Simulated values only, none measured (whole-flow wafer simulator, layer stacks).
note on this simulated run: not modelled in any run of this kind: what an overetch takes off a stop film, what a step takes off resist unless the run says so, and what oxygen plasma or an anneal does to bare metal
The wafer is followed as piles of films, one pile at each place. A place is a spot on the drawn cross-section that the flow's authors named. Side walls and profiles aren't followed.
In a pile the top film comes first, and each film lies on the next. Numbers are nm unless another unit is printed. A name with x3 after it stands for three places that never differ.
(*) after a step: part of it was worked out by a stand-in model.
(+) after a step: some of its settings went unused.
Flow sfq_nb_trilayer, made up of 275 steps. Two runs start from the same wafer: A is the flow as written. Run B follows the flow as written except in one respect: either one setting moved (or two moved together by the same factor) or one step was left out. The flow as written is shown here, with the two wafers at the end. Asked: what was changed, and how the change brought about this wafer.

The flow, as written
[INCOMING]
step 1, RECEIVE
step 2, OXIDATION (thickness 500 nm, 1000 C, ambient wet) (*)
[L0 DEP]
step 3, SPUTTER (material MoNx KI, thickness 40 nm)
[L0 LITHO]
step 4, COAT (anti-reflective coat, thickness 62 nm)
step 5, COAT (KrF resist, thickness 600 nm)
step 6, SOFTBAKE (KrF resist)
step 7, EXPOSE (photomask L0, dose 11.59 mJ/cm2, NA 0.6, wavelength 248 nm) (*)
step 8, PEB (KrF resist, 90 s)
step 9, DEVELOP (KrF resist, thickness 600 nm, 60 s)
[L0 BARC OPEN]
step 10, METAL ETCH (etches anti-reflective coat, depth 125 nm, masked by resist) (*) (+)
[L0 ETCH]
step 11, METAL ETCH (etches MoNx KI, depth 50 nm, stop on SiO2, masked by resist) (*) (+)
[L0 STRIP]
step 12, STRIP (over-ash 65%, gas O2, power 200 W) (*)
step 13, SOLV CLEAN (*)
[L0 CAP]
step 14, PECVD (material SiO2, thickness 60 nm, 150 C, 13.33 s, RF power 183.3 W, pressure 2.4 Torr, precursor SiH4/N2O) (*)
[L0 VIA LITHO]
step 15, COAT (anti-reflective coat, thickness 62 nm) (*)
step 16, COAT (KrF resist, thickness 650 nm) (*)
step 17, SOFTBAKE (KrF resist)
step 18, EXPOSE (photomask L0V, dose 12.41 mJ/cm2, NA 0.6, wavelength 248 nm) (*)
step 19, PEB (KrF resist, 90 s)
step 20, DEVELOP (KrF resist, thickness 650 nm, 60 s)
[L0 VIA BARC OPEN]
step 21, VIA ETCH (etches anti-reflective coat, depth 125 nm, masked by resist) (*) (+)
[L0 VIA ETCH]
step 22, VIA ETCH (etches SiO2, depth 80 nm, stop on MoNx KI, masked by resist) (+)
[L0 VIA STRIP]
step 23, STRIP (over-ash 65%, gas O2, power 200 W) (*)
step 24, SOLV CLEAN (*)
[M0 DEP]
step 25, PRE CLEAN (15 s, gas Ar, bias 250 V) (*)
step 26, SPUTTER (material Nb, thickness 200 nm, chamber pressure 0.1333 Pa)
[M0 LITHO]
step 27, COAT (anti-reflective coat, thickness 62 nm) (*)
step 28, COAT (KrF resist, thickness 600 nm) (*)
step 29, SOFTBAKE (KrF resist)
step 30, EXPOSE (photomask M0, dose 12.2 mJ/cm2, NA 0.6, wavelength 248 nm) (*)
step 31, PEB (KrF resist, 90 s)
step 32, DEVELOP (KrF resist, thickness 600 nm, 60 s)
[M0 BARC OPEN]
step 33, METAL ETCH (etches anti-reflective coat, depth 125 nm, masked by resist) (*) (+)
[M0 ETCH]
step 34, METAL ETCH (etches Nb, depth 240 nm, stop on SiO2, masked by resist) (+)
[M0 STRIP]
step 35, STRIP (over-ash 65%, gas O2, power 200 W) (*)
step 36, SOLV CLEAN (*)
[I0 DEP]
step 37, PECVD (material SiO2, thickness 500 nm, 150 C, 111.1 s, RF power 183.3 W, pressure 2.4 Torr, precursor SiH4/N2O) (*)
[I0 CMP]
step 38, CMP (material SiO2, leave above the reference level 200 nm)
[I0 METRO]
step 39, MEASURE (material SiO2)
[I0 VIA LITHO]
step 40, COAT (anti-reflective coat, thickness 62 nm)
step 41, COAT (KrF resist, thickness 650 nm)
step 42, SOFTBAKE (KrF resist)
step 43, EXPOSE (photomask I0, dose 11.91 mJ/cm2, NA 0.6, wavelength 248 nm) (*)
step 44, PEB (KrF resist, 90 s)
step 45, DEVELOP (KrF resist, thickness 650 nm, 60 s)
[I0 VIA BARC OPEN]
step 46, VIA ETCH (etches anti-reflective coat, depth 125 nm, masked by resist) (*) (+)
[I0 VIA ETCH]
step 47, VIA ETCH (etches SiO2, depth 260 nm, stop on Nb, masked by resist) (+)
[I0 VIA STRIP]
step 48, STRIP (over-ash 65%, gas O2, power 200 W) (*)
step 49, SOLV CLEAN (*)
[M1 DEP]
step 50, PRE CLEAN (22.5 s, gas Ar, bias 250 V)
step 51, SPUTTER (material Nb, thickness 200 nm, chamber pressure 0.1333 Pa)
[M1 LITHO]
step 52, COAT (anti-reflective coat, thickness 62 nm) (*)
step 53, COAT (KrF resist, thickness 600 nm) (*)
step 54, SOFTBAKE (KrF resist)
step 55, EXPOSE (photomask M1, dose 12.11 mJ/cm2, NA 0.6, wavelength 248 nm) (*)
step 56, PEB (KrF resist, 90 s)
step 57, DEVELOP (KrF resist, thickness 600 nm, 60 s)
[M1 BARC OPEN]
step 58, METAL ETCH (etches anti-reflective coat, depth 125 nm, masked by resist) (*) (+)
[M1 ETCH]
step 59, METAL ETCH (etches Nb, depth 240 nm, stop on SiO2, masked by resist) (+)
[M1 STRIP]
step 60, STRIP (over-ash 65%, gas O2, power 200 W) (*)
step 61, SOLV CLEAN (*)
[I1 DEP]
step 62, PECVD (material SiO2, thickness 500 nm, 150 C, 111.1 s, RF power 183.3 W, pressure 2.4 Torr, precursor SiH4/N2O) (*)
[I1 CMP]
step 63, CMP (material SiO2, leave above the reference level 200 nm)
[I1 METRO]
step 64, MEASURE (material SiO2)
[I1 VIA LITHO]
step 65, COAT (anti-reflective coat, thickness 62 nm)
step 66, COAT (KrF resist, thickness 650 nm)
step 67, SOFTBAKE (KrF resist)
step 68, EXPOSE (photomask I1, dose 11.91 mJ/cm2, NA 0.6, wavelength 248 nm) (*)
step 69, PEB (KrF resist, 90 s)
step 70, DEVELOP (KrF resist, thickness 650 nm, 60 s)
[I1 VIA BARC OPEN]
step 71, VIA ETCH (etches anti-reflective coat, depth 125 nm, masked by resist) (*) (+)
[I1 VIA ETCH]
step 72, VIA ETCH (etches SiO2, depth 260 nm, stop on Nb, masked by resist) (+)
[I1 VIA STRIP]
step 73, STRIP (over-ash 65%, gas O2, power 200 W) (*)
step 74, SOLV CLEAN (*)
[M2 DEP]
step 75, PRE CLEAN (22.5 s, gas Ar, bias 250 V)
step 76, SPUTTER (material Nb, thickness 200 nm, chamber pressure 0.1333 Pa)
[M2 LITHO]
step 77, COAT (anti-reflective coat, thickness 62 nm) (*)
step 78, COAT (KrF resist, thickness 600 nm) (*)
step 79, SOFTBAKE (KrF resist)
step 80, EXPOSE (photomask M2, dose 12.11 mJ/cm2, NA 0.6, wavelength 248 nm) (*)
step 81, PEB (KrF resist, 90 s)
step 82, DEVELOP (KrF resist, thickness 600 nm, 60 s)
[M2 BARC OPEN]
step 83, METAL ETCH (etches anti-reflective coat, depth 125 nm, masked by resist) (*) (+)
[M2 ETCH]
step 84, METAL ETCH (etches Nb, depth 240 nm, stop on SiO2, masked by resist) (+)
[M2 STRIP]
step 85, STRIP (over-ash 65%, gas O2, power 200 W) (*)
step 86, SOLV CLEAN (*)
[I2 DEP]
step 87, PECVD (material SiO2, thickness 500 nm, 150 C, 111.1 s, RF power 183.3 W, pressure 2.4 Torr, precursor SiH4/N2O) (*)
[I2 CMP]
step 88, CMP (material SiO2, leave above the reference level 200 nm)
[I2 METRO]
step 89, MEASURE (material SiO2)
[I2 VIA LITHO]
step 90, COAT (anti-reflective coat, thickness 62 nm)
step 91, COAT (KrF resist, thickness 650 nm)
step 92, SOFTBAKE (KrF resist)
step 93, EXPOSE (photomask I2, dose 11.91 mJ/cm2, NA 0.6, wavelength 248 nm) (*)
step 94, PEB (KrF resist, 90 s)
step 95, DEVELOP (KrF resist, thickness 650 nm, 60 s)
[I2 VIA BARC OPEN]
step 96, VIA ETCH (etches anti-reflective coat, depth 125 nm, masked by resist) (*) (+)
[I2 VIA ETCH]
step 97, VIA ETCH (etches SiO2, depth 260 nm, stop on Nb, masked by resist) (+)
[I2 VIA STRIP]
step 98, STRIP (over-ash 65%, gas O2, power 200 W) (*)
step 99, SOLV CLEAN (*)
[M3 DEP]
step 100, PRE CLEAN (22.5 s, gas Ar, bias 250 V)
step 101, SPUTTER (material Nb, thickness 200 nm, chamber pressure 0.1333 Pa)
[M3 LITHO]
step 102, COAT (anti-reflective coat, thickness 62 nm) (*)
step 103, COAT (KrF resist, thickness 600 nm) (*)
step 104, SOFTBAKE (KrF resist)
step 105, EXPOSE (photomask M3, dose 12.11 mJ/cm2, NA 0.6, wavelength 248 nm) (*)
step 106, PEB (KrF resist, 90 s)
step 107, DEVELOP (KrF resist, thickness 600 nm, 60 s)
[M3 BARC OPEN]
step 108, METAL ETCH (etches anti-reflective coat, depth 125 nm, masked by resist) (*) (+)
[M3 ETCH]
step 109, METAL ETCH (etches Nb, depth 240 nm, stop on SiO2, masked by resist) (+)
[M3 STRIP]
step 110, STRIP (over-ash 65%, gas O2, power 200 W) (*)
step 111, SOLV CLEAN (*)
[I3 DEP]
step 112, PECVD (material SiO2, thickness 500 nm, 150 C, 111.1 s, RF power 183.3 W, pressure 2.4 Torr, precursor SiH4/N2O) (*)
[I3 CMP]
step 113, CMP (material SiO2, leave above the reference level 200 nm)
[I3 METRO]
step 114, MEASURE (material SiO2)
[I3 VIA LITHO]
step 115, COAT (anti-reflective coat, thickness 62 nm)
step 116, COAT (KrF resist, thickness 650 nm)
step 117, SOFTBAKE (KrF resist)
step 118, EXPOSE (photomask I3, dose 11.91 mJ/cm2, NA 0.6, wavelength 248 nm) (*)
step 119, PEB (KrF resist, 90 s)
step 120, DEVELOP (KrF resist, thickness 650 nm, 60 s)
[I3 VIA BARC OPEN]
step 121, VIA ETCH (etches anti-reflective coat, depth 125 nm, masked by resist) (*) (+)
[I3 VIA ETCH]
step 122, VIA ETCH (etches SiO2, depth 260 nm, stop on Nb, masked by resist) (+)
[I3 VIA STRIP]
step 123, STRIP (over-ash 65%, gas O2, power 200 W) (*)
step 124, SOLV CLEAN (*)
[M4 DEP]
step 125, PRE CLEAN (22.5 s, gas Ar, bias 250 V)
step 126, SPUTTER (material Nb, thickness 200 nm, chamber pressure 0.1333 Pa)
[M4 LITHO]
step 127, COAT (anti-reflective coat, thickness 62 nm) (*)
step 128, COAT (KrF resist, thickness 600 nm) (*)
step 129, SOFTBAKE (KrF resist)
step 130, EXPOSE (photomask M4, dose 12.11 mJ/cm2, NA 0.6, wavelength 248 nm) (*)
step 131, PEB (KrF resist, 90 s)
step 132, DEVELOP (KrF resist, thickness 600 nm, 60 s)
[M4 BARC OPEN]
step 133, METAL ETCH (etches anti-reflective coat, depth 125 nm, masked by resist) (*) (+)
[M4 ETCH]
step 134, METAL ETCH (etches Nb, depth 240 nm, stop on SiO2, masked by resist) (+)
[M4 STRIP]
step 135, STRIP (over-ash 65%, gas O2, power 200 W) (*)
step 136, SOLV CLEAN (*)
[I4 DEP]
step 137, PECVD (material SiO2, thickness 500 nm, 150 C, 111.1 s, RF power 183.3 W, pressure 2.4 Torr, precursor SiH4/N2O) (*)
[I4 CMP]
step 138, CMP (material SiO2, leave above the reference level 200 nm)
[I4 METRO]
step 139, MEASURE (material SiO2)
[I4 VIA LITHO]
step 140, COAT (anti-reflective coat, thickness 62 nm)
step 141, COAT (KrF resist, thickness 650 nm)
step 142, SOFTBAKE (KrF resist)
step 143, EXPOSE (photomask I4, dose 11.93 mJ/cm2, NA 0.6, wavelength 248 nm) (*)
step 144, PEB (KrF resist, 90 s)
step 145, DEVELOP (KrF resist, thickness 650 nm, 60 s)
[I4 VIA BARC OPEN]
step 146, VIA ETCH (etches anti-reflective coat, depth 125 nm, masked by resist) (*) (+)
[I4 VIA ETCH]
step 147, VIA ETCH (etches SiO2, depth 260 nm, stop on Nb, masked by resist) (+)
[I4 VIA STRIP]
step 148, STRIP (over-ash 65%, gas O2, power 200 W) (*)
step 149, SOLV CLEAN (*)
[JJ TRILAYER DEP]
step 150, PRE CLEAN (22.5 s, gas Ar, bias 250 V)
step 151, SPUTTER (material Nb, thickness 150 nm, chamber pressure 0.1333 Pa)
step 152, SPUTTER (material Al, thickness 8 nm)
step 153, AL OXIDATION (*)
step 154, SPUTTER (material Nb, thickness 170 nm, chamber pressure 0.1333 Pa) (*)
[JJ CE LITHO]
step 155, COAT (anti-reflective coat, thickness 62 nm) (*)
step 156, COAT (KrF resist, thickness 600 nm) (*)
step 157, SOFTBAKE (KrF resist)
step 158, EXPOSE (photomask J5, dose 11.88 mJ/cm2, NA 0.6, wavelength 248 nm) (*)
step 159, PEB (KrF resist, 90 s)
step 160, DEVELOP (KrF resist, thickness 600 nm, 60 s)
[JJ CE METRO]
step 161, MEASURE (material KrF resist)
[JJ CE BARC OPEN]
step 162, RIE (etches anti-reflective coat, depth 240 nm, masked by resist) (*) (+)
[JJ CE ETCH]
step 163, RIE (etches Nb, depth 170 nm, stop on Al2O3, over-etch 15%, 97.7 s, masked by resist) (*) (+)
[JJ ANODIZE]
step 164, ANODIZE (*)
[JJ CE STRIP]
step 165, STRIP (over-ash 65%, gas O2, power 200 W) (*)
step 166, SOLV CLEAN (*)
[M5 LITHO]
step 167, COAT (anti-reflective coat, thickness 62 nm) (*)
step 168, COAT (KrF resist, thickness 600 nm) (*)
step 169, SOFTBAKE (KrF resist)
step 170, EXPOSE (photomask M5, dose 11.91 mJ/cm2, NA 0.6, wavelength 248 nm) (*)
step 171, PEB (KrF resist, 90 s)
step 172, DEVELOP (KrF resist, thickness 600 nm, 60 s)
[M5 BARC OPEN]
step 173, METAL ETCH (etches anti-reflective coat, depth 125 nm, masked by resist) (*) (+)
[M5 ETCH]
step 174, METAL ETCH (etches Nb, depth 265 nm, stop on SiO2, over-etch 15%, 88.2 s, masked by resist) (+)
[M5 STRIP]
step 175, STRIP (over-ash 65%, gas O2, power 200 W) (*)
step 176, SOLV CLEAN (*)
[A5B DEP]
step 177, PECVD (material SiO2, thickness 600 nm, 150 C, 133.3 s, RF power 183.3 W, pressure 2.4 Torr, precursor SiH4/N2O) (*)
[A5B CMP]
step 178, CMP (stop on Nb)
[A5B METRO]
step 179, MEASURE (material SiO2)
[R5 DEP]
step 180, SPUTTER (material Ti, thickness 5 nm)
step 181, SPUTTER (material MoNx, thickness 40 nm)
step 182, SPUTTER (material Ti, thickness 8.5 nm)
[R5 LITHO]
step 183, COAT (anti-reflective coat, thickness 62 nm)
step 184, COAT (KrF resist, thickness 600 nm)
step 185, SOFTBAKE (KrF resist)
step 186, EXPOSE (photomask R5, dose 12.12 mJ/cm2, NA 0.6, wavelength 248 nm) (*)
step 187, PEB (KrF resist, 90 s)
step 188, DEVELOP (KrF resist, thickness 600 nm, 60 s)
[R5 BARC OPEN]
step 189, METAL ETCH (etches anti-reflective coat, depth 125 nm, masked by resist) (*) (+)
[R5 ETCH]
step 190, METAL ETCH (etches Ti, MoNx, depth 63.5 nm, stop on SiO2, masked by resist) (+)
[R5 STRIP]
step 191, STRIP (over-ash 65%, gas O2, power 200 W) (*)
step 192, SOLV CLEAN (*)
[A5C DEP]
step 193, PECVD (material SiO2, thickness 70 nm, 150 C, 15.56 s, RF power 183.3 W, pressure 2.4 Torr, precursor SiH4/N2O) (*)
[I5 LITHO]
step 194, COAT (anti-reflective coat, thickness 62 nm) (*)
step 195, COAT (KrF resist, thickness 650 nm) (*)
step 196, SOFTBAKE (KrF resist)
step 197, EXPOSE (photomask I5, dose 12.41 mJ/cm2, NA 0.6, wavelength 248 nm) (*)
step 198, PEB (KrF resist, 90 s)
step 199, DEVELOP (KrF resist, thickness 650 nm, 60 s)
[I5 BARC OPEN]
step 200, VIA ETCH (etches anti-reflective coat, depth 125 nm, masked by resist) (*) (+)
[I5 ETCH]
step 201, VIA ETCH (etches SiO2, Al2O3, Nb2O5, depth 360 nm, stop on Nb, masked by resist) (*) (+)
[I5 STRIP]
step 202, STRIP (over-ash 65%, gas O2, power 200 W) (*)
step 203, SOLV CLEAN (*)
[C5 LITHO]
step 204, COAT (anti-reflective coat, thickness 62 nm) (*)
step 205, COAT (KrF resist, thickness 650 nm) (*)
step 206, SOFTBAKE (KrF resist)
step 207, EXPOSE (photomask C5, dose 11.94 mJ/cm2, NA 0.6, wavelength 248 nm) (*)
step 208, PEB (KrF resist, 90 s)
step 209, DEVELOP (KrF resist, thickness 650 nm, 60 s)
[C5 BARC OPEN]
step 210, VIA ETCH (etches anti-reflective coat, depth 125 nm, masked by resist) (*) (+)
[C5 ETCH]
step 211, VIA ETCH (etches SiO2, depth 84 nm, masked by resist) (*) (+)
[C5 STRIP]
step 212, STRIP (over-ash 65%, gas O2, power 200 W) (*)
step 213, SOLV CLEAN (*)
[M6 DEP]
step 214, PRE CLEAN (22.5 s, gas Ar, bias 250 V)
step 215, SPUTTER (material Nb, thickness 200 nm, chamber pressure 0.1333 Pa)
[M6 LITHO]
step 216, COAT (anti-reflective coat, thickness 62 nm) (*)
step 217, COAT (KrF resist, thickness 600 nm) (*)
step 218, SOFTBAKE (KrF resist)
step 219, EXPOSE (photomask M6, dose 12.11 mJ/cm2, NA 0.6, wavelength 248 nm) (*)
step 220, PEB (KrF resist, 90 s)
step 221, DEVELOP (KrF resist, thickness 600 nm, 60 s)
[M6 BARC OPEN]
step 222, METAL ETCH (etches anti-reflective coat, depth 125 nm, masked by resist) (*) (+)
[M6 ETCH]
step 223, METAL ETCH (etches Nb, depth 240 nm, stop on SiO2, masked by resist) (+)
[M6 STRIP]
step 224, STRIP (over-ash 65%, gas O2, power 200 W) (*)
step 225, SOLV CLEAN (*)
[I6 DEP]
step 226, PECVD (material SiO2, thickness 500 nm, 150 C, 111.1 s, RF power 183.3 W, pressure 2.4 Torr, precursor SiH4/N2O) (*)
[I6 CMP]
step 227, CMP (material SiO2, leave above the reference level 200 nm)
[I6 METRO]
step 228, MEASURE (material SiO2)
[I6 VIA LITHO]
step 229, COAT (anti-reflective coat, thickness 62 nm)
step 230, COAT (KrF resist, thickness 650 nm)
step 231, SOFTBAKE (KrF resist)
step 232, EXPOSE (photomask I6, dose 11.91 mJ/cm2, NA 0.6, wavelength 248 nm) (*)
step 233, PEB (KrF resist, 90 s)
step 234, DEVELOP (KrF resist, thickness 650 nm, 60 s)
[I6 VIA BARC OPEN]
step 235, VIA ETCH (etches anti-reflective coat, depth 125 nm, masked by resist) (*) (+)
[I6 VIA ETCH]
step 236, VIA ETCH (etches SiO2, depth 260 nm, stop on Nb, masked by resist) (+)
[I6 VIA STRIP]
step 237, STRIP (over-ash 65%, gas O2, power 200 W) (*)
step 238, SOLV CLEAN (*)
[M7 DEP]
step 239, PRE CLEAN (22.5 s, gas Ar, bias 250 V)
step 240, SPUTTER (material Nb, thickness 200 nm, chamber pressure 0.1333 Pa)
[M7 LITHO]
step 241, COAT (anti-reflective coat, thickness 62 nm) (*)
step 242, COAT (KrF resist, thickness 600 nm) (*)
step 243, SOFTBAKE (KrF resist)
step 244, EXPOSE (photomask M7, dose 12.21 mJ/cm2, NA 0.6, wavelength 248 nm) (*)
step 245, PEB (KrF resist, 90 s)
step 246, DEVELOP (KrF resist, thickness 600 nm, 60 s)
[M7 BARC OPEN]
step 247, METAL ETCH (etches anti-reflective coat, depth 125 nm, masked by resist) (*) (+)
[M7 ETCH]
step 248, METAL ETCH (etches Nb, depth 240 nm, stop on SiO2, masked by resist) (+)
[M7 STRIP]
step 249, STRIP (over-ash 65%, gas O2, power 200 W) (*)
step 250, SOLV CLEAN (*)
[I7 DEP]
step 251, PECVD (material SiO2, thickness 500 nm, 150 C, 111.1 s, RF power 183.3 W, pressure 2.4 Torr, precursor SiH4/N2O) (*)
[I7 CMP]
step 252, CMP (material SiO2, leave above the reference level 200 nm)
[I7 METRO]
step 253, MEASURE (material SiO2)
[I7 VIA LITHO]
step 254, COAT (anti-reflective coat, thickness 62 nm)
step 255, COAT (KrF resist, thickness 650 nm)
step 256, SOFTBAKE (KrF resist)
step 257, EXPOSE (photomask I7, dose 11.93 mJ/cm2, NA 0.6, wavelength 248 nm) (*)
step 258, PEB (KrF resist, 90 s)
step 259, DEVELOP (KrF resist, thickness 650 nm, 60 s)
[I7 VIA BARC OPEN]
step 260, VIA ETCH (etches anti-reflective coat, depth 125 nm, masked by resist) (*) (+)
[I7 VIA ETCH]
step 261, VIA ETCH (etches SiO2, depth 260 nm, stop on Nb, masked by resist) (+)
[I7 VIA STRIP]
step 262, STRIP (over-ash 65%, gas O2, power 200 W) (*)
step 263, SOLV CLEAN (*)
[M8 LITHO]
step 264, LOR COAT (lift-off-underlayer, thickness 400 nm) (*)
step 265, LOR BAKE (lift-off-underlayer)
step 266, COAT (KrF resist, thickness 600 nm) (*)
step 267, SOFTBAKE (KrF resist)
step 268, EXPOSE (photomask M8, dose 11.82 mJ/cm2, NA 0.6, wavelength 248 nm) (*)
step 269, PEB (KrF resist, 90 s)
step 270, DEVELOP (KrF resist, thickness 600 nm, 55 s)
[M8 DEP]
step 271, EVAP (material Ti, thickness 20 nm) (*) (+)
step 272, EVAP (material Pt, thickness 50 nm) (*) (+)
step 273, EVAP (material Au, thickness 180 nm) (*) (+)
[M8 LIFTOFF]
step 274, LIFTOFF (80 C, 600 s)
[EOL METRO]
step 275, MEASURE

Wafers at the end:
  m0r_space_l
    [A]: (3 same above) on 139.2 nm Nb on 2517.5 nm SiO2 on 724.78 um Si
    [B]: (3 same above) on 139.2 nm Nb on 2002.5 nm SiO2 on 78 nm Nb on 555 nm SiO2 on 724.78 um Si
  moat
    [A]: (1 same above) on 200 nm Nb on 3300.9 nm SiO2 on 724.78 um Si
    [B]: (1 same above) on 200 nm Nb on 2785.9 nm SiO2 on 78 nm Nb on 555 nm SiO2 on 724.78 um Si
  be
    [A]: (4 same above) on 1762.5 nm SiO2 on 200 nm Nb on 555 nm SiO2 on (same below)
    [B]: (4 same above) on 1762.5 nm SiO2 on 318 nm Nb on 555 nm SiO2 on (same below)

Cause: step 26, SPUTTER: thickness 318 nm was run, whereas the flow has thickness 200 nm.
The wafer itself shows it: be has Nb 318, and step 26 as written asks for 200 nm.

How this came from the change, step by step:
  step 26, SPUTTER (material Nb, thickness 200 nm, chamber pressure 0.1333 Pa)
      field_l, v_sur, via_wl and 102 more: A Nb gains 200 (new film) | B Nb gains 318 (new film)
      l0v: A Nb gains 195.7 (new film) | B Nb gains 314 (new film)
  step 34, METAL ETCH (etches Nb, depth 240 nm, stop on SiO2, masked by resist) (+)
      moat, m0r_space_l, m0r_space_r: A Nb loses 200 (all of it) | B Nb loses 240
  step 37, PECVD (material SiO2, thickness 500 nm, 150 C, 111.1 s, RF power 183.3 W, pressure 2.4 Torr, precursor SiH4/N2O) (*)
      moat, m0r_space_l, m0r_space_r: A SiO2 gains 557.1 | B SiO2 gains 597.1 (new film)
Taking metal films that touch as one body, m0r_space_l has 2 bodies (between them, from the top down: SiO2 2002.5); the flow as written gives 1 body.
Taking metal films that touch as one body, moat has 2 bodies (between them, from the top down: SiO2 2785.9); the flow as written gives 1 body.
